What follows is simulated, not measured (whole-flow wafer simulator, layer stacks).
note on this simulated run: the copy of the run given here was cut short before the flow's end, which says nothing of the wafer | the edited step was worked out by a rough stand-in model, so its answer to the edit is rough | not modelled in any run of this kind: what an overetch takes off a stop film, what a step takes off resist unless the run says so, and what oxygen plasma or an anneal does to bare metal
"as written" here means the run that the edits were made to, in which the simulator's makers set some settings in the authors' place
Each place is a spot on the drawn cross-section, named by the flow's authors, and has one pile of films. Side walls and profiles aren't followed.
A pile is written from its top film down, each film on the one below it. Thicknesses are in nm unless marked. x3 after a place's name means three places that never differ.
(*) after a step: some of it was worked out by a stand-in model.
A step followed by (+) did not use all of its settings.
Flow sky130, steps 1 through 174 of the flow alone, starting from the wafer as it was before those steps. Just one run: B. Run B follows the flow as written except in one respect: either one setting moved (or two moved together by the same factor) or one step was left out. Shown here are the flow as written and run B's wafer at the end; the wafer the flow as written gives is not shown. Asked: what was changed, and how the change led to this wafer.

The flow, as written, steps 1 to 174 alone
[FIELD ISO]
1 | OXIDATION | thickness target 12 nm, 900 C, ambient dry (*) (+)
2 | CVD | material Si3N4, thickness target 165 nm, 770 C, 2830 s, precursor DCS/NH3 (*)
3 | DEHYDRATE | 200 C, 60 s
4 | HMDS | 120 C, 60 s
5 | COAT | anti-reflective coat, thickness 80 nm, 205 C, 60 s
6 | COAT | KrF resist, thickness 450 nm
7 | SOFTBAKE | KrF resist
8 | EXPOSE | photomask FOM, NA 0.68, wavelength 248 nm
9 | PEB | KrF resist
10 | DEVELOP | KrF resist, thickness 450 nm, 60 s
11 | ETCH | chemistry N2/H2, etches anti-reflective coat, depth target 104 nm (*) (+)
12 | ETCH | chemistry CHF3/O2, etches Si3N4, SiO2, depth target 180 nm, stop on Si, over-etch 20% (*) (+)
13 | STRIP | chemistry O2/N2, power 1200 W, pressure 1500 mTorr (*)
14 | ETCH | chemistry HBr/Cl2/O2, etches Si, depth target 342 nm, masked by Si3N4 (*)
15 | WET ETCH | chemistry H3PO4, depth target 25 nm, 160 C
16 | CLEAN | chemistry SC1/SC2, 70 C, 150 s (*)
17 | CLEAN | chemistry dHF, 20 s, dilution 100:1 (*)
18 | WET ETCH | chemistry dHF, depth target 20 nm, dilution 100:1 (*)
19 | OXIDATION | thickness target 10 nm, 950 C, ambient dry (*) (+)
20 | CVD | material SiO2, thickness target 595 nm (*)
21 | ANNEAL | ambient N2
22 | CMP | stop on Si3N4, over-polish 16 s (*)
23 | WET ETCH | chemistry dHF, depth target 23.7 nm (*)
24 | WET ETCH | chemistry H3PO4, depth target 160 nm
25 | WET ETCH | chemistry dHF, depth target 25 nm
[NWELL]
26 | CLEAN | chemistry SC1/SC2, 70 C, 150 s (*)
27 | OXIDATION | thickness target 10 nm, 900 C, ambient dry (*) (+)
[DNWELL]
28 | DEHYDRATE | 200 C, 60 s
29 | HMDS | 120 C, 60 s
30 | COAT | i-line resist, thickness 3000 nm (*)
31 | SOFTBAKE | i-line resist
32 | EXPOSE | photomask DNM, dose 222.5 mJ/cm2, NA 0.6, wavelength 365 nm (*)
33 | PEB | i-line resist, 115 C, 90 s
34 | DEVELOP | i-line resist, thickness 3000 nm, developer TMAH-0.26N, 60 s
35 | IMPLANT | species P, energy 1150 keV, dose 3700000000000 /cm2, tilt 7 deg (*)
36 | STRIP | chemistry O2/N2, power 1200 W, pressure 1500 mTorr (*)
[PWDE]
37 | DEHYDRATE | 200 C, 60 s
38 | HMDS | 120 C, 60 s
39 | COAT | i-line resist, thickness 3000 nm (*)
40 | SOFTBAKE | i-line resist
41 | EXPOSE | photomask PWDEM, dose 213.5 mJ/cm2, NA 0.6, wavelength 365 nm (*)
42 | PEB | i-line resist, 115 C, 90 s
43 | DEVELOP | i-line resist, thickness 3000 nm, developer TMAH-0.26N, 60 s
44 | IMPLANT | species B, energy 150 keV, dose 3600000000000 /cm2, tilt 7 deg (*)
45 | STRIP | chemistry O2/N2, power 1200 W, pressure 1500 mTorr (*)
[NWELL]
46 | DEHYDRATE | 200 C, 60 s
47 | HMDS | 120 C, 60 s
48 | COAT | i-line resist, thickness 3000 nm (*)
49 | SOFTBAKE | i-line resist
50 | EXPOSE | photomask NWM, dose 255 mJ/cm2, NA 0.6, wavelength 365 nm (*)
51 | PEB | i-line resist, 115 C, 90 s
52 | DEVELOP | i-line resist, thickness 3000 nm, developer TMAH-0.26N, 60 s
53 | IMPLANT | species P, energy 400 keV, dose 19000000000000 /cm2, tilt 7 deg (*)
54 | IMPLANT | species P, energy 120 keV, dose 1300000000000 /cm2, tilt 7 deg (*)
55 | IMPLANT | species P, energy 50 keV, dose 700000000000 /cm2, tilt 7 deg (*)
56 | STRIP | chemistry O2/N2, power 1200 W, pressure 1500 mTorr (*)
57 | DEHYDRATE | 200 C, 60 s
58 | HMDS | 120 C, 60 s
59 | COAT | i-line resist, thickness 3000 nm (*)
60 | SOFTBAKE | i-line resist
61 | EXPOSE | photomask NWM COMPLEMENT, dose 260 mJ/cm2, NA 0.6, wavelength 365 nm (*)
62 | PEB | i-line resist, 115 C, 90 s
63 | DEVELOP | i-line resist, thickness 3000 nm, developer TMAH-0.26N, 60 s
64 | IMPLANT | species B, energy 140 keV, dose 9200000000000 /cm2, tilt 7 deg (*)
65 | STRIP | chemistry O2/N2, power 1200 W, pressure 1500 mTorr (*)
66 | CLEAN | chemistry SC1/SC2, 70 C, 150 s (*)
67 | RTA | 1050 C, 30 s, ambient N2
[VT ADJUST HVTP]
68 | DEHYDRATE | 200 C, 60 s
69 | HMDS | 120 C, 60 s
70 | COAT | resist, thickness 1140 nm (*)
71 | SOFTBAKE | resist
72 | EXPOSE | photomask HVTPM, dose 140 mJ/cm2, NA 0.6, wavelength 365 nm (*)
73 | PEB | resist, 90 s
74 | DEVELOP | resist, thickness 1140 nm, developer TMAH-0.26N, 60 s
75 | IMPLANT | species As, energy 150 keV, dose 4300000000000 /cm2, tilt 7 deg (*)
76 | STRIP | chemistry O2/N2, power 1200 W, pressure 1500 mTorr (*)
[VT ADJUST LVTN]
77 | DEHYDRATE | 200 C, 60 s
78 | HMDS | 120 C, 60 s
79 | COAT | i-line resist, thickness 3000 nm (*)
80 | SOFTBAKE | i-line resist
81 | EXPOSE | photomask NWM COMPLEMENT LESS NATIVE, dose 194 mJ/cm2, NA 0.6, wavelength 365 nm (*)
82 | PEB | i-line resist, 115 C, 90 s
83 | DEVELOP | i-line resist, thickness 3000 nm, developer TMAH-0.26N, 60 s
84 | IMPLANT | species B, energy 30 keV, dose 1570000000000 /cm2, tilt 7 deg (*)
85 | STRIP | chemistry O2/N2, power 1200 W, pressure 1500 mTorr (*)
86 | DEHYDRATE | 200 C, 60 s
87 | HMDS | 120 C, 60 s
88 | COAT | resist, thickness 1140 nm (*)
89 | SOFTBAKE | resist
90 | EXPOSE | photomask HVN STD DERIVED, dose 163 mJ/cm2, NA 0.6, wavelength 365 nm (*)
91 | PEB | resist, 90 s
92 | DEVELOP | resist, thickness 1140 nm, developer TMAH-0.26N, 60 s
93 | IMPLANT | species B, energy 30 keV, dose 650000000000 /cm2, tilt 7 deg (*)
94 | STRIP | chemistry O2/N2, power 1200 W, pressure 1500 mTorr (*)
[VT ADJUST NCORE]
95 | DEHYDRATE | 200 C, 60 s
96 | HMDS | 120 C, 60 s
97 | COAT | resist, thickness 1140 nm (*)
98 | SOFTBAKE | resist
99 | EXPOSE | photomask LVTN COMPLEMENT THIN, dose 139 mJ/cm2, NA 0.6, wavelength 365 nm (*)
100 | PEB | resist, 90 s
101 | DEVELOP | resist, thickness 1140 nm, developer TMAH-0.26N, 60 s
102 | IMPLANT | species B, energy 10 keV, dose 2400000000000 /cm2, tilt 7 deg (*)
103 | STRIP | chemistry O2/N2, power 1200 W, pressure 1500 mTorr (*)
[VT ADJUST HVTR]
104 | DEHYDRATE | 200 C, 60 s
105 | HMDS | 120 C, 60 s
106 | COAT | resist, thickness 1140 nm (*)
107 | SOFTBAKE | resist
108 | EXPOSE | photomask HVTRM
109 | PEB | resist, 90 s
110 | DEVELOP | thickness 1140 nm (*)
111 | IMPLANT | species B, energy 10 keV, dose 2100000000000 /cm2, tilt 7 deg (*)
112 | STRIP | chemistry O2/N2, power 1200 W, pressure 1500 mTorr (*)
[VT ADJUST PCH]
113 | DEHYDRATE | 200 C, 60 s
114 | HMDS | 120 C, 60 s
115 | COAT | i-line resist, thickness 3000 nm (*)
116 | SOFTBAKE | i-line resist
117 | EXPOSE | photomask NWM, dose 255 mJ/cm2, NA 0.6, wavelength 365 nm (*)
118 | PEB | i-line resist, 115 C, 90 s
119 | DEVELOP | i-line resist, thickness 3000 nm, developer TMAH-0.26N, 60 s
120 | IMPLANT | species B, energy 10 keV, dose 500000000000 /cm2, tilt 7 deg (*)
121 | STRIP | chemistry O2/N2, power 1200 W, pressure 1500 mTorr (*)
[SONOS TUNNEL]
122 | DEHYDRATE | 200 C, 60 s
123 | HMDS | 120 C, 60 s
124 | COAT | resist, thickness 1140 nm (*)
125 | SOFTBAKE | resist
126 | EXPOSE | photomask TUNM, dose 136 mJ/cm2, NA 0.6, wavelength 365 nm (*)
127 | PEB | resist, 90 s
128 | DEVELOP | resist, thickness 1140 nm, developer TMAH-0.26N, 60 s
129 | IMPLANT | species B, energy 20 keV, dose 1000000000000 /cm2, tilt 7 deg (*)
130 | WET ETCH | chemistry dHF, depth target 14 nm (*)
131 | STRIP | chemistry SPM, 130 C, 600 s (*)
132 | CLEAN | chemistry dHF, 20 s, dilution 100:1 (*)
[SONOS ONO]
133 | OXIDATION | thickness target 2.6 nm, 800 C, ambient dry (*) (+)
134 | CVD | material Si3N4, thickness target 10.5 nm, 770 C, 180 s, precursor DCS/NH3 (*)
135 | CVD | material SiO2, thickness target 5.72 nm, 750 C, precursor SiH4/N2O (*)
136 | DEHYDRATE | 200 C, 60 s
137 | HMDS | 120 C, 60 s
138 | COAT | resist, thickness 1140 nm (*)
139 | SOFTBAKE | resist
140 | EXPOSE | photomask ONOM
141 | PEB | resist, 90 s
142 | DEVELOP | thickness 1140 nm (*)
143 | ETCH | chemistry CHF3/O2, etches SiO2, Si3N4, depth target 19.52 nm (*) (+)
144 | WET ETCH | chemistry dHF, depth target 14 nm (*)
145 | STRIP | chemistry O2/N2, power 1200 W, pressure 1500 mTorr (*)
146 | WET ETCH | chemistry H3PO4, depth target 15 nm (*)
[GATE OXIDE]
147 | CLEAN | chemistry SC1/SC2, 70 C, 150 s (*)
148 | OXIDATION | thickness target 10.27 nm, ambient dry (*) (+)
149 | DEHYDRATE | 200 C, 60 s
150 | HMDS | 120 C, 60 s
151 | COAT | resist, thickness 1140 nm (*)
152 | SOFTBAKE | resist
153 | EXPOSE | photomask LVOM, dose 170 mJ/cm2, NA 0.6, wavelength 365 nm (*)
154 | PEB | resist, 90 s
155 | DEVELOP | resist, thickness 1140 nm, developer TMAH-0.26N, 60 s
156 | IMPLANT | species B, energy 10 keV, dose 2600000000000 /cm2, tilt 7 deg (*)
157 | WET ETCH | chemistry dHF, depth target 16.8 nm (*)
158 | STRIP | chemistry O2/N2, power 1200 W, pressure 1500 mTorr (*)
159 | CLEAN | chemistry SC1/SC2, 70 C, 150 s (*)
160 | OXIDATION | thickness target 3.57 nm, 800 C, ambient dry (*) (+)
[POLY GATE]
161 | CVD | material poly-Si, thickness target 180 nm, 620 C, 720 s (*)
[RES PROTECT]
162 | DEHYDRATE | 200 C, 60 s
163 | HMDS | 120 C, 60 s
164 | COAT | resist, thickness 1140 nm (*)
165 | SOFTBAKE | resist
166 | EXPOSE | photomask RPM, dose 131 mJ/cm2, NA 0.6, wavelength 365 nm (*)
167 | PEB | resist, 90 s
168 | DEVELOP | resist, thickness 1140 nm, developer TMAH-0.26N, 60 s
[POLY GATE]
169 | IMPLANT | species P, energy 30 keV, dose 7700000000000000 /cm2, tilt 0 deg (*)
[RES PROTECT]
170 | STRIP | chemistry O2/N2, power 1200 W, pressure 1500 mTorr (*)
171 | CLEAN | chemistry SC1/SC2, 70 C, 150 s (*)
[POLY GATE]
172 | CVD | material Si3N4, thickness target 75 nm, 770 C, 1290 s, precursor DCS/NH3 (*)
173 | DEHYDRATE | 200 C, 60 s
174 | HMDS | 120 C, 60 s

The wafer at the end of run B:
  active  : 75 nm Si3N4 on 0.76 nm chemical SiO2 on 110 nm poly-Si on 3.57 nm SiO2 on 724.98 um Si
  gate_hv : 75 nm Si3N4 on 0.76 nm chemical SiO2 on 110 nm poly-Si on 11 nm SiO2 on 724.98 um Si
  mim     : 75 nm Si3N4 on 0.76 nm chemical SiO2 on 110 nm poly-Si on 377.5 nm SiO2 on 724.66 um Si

The reason: step 161, CVD: 597 C was run, though the flow has 620 C.

Step by step, how the change led to this:
  161 | CVD | material poly-Si, thickness target 180 nm, 620 C, 720 s (*)
      field, active, n_well and 186 more: +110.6 poly-Si (new film) (as written it would have been: +180 poly-Si (new film))
      ndiff_dn: +135.5 poly-Si (new film) (as written it would have been: +215.7 poly-Si (new film))
